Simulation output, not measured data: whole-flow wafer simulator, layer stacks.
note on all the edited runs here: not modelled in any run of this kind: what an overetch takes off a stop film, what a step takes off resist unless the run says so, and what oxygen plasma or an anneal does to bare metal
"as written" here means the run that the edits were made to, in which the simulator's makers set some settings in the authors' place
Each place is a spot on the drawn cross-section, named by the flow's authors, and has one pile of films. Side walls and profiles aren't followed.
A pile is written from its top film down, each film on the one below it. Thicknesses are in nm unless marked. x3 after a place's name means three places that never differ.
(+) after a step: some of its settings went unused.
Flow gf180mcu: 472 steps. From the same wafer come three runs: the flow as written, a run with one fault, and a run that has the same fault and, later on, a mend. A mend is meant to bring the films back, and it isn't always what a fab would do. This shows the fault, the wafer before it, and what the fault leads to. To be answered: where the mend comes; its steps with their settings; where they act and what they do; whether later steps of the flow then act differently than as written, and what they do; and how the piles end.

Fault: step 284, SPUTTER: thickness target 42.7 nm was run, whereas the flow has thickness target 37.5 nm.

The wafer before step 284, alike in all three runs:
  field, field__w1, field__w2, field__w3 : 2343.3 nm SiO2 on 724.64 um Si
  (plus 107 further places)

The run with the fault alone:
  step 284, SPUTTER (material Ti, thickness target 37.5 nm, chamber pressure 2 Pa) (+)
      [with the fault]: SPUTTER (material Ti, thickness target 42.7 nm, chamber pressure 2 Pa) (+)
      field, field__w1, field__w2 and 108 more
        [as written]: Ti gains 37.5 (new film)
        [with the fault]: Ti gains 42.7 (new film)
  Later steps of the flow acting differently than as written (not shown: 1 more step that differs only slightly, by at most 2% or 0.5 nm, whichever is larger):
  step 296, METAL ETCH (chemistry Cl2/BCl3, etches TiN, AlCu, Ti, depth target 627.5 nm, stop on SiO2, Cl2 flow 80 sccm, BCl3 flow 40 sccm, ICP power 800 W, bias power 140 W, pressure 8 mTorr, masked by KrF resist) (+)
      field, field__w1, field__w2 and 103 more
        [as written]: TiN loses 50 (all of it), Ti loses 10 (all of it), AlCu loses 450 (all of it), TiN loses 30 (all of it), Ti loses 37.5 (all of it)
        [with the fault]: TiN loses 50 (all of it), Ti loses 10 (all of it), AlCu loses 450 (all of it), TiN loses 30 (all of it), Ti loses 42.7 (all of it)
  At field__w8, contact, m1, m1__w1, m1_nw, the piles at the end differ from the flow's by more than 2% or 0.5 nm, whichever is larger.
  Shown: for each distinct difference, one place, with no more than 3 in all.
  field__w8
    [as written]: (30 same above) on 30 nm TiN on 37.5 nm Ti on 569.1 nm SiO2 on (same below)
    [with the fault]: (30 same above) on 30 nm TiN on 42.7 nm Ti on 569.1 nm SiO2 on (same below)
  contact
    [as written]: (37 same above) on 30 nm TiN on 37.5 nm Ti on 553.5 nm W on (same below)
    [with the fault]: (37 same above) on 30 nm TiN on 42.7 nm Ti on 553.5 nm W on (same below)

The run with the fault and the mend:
  The mend stands after step 284.
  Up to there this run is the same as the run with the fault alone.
  step 284a, METAL ETCH (chemistry Cl2/BCl3, etches TiN, AlCu, Ti, depth target 5.2 nm, Cl2 flow 80 sccm, BCl3 flow 40 sccm, ICP power 800 W, bias power 140 W, pressure 8 mTorr) (a further turn of the flow's step 260, with different settings)
      field, field__w1, field__w2 and 108 more
        Ti loses 5.2
  None of the later steps of the flow acts differently than as written at any place that is followed.
  By the end, the piles equal the flow's at every place that both follow.
